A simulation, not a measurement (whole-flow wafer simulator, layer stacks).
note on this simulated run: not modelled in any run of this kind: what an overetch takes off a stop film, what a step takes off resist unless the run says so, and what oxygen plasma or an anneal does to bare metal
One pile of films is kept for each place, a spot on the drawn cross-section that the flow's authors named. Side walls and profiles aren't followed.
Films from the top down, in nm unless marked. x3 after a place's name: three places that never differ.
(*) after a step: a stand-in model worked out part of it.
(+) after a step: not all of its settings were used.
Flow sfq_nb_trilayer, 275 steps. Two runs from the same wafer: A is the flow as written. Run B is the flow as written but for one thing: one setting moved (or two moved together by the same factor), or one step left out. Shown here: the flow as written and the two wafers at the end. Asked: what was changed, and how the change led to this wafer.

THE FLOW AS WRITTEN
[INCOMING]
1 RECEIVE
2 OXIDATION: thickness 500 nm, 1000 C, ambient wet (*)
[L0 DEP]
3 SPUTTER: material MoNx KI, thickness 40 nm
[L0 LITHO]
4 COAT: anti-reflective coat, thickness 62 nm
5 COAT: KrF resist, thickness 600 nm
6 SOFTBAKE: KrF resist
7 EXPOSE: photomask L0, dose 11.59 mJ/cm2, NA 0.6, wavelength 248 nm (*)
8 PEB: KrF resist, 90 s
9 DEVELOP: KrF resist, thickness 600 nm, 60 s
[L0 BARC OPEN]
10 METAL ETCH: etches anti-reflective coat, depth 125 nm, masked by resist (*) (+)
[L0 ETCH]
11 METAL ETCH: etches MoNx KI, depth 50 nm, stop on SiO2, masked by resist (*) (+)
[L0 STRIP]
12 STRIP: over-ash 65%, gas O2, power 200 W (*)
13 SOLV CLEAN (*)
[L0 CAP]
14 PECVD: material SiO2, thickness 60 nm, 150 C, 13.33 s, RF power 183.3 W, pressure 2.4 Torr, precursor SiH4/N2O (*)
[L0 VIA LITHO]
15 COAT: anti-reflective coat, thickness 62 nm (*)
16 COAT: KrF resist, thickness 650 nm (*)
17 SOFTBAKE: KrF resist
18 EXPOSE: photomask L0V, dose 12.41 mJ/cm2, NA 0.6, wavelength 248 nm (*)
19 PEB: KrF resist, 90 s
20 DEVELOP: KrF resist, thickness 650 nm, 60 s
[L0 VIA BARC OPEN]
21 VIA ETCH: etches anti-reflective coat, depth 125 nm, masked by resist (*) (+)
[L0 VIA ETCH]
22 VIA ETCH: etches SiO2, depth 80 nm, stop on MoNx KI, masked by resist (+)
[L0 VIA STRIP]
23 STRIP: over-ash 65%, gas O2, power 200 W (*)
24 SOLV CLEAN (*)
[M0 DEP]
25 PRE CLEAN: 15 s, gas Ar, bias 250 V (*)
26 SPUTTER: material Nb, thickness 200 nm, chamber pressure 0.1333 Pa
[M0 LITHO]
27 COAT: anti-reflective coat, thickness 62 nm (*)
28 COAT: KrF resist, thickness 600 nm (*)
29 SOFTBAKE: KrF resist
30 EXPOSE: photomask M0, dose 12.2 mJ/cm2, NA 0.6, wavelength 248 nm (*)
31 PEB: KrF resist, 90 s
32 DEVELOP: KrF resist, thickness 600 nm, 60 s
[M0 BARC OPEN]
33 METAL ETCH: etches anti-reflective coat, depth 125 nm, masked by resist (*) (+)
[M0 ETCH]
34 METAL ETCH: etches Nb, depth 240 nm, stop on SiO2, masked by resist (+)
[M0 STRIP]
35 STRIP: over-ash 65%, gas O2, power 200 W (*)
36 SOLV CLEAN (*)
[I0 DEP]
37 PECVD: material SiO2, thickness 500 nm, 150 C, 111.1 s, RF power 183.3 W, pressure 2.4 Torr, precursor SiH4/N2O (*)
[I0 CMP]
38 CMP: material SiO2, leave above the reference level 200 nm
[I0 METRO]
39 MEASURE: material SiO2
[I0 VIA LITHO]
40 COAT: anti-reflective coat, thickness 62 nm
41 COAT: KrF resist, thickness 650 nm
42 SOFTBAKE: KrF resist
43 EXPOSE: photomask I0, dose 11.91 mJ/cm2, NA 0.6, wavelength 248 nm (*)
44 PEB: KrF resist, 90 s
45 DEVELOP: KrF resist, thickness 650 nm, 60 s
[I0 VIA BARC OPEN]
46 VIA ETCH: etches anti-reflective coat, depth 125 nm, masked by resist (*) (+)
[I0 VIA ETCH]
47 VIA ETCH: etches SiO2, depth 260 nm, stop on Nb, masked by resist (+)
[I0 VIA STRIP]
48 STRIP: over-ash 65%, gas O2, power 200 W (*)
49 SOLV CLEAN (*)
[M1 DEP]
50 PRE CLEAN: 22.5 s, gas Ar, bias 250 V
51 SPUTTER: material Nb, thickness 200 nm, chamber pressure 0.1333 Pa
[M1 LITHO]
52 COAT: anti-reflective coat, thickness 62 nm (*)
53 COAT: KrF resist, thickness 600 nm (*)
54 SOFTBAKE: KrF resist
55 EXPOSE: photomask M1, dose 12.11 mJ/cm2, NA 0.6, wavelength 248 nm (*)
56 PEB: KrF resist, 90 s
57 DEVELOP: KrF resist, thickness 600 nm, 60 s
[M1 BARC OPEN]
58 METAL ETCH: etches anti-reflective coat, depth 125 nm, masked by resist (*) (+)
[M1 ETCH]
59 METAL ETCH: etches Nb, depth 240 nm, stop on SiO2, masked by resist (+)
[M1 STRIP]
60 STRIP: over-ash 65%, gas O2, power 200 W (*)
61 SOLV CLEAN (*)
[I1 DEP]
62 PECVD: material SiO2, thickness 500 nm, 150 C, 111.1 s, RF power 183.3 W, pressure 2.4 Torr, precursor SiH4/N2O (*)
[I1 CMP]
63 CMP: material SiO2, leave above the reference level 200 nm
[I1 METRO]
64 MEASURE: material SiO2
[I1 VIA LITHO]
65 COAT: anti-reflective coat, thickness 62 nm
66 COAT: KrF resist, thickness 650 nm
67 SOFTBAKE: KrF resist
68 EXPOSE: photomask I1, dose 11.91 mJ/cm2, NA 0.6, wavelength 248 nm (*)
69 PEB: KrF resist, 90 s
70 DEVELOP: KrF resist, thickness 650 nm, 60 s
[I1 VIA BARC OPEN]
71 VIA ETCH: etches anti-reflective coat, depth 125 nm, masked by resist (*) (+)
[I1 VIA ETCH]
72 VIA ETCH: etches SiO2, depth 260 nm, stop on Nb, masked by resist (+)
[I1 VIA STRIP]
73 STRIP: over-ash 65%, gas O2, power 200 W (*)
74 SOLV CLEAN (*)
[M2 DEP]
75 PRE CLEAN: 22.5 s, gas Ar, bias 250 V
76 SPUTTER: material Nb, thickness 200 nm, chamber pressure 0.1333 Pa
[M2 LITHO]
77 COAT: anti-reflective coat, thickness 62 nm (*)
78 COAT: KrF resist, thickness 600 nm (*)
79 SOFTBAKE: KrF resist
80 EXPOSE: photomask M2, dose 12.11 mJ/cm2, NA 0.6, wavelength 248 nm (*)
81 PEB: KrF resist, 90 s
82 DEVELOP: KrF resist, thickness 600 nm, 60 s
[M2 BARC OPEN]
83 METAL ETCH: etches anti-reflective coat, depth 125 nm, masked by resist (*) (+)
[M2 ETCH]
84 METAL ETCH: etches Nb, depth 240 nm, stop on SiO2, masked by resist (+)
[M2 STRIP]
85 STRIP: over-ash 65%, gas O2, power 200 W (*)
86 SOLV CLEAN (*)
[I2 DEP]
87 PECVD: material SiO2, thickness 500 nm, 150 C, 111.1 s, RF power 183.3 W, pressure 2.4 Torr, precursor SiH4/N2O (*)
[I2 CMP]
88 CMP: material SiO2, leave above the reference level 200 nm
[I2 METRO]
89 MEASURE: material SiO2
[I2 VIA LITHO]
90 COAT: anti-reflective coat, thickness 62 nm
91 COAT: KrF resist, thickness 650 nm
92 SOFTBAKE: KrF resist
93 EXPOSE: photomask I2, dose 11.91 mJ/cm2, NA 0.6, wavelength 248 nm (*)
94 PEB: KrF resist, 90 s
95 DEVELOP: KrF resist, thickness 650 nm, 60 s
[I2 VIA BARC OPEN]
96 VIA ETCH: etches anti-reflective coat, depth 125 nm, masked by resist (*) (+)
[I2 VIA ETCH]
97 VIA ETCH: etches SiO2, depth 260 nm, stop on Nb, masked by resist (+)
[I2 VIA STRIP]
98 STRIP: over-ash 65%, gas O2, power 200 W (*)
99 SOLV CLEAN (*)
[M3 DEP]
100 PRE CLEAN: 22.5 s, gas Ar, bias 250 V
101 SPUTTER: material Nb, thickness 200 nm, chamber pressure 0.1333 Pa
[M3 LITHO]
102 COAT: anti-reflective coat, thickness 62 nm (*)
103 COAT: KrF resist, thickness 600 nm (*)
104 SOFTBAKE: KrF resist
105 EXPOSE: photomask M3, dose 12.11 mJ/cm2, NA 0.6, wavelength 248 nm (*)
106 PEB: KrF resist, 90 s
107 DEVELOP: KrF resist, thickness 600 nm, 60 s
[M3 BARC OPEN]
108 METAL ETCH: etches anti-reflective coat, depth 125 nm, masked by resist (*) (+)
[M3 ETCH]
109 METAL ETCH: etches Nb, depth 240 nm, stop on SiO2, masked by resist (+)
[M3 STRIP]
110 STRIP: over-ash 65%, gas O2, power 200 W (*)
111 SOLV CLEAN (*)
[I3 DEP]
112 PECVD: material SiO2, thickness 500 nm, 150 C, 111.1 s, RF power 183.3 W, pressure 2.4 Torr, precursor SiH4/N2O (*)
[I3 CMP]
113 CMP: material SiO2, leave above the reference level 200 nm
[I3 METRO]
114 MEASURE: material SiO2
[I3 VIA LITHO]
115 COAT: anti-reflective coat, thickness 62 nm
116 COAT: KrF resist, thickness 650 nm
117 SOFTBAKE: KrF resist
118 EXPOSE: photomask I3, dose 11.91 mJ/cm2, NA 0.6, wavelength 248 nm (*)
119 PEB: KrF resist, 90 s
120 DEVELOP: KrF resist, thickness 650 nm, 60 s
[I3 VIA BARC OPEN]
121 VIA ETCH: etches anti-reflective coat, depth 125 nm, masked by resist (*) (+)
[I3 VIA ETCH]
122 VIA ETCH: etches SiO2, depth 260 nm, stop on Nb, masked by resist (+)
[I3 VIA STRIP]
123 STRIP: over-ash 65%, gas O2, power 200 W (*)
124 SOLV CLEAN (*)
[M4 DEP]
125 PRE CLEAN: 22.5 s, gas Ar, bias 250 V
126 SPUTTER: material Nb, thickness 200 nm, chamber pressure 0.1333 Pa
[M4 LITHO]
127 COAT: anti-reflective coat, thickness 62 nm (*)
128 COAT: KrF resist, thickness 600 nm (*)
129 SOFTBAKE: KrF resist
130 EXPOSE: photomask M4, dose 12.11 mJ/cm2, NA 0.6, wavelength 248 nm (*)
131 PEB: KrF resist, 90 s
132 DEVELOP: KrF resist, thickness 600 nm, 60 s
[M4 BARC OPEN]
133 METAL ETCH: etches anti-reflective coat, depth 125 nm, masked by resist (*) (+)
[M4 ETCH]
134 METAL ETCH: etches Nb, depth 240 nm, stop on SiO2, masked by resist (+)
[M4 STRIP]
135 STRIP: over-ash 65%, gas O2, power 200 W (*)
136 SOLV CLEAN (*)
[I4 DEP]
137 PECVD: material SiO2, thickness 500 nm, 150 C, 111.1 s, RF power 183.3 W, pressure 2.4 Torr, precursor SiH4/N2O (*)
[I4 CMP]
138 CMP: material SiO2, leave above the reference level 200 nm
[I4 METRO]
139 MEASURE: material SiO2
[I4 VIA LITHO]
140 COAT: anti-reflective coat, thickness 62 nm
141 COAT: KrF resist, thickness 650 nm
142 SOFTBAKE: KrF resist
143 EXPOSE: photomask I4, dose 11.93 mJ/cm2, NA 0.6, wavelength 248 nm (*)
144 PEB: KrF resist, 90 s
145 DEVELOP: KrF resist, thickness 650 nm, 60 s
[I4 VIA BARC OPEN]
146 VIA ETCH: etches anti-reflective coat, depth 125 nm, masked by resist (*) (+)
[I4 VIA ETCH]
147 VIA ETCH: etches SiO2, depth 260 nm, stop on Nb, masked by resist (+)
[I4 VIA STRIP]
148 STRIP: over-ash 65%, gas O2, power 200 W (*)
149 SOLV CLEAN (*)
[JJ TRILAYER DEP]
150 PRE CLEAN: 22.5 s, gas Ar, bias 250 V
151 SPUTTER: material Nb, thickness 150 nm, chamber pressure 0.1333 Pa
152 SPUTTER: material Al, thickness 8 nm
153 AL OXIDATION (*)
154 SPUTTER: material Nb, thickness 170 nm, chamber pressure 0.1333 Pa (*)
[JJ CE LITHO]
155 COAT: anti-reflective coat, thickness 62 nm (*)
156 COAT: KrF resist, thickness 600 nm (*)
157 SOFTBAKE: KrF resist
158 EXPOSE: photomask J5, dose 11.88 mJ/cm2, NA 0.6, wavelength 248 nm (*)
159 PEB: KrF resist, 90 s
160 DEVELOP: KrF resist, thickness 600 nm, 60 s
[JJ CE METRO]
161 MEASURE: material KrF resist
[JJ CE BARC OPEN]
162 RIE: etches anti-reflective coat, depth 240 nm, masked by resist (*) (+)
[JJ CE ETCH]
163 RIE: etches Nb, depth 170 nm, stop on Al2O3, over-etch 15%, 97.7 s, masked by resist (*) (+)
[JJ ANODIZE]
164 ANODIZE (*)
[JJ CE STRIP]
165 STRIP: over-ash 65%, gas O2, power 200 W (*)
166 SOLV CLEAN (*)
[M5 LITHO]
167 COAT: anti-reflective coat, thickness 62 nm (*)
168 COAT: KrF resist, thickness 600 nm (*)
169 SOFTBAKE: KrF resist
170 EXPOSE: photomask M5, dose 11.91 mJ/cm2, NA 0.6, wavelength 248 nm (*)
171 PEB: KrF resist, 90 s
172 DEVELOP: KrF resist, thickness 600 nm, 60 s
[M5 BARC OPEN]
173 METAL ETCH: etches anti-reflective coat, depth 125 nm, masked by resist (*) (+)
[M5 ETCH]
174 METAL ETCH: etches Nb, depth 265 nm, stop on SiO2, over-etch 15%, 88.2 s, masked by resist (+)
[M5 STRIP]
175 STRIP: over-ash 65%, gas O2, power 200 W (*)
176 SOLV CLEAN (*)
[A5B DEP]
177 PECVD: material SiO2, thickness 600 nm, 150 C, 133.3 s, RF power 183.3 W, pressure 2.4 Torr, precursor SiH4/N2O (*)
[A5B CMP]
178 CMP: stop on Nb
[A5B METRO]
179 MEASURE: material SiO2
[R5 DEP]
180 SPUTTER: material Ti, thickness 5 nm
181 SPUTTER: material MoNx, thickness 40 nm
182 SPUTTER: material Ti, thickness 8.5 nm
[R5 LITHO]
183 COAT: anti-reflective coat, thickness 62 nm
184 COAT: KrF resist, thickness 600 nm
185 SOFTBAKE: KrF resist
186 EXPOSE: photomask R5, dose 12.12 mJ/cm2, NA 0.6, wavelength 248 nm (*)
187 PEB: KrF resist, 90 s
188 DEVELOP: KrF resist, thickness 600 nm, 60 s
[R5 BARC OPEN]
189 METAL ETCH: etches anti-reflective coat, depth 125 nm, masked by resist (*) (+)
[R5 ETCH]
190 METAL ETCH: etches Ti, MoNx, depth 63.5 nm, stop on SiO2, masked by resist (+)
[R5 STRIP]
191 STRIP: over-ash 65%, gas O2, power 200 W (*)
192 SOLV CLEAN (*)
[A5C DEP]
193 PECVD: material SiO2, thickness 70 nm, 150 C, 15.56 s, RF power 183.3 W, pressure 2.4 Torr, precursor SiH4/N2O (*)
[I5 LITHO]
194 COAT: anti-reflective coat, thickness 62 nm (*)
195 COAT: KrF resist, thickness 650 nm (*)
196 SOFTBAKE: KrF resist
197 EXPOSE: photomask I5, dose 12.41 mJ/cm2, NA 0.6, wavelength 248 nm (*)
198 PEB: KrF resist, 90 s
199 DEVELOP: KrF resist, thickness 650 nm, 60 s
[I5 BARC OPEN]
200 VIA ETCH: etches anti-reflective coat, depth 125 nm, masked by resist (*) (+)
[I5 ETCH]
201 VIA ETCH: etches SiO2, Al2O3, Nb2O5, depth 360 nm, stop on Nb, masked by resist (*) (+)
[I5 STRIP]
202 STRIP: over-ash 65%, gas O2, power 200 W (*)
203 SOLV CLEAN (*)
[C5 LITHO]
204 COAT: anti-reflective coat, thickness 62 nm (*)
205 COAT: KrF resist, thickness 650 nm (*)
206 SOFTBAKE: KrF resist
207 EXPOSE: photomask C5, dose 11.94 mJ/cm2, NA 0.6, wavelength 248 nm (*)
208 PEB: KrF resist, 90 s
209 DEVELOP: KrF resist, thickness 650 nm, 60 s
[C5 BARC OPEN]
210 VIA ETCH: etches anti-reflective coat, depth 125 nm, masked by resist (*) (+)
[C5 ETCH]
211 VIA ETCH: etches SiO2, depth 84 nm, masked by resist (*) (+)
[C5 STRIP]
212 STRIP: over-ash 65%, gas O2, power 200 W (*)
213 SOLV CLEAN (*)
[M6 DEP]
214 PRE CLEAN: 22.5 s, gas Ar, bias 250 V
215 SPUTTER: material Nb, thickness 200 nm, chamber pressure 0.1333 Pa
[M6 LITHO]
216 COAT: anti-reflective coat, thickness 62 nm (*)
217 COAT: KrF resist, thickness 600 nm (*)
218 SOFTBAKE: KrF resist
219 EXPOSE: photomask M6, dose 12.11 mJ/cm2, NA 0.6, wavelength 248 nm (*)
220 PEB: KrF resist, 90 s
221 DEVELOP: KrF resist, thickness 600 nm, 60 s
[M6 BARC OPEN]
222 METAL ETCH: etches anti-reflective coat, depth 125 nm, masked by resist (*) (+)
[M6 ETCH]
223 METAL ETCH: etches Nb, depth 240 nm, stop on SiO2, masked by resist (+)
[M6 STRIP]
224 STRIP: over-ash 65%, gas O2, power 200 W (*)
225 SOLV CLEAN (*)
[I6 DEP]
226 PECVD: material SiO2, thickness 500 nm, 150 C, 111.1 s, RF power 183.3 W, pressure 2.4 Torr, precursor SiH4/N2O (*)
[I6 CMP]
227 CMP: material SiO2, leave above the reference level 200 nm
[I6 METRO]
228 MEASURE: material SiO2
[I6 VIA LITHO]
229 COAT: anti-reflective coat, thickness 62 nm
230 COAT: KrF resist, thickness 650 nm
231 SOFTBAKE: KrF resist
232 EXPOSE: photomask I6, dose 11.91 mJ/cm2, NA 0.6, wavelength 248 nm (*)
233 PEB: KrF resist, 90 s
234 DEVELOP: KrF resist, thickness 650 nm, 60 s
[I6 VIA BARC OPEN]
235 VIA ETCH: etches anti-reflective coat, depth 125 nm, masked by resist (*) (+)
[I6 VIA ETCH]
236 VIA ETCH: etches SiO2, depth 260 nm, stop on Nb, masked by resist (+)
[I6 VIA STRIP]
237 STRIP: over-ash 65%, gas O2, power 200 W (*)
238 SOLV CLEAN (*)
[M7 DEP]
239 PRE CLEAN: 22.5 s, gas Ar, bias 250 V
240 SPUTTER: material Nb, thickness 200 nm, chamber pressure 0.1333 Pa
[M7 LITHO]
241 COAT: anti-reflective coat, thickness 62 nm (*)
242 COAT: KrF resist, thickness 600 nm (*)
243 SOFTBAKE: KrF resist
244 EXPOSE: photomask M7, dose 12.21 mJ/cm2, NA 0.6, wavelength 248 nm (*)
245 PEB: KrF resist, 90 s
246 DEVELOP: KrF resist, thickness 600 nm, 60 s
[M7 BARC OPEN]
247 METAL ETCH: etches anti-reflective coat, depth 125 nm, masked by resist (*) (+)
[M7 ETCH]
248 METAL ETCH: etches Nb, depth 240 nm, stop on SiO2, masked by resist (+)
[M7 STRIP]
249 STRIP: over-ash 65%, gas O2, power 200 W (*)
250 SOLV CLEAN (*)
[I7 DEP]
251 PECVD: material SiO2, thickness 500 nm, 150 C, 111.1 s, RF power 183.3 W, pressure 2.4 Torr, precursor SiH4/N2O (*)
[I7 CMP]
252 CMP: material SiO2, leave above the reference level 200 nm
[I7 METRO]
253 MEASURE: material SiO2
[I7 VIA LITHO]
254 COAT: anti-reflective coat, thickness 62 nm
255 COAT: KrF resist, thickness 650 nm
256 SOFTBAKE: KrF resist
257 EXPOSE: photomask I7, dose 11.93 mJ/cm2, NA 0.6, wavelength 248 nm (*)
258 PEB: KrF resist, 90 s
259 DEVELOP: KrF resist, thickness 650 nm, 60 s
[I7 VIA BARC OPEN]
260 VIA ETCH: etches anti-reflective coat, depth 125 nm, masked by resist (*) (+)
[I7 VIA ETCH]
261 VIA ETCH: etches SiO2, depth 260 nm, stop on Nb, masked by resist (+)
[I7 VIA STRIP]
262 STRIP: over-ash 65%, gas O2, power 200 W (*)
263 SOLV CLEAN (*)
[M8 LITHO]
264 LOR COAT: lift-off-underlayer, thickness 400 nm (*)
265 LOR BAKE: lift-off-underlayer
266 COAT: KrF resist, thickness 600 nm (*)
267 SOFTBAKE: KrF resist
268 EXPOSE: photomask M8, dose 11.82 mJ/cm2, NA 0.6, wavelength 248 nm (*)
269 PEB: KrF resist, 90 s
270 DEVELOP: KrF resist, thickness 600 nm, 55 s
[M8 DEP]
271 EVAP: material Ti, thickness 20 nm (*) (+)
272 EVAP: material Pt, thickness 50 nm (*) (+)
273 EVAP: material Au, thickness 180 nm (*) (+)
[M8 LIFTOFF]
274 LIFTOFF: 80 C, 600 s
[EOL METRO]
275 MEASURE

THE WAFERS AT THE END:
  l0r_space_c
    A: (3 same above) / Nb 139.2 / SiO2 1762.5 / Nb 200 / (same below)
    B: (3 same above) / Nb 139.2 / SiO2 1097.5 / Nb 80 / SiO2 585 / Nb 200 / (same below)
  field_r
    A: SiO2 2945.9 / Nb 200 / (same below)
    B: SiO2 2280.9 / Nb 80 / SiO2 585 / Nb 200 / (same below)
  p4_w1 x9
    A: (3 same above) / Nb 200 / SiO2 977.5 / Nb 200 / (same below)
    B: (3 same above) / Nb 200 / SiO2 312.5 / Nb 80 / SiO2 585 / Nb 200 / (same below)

The cause: step 84, METAL ETCH: depth 120 nm was run, where the flow has depth 240 nm.

How the change led to this, step by step:
  84 METAL ETCH: etches Nb, depth 240 nm, stop on SiO2, masked by resist (+)
      field_l, be, be_sur and 81 more: A Nb -200 (all of it) | B Nb -120
      v_sur, via_wl, via_w and 19 more: A KrF resist -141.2 | B KrF resist -70.6
  85 STRIP: over-ash 65%, gas O2, power 200 W (*)
      wl_j_sl, wl_jj, wl_j_sr and 12 more: A KrF resist -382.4 (all of it), anti-reflective coat -62 (all of it) | B KrF resist -453 (all of it), anti-reflective coat -62 (all of it)
      v_sur: A KrF resist -380 (all of it), anti-reflective coat -61.4 (all of it) | B KrF resist -450.6 (all of it), anti-reflective coat -61.4 (all of it)
      (and at 6 more places)
  87 PECVD: material SiO2, thickness 500 nm, 150 C, 111.1 s, RF power 183.3 W, pressure 2.4 Torr, precursor SiH4/N2O (*)
      field_l, be, be_sur and 81 more: A SiO2 +500 | B SiO2 +500 (new film)
  88 CMP: material SiO2, leave above the reference level 200 nm
      field_l, be, be_sur and 81 more: A SiO2 -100 | B SiO2 -180
Counting metal films that touch as one body, l0r_space_c has 3 bodies (between them, from the top down: SiO2 1097.5; SiO2 585); the flow as written gives 2 bodies (between them, from the top down: SiO2 1762.5).
Counting metal films that touch as one body, field_r has 2 bodies (between them, from the top down: SiO2 585); the flow as written gives 1 body.
Counting metal films that touch as one body, p4_w1 x9 has 4 bodies (between them, from the top down: SiO2 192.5; SiO2 312.5; SiO2 585); the flow as written gives 3 bodies (between them, from the top down: SiO2 192.5; SiO2 977.5).
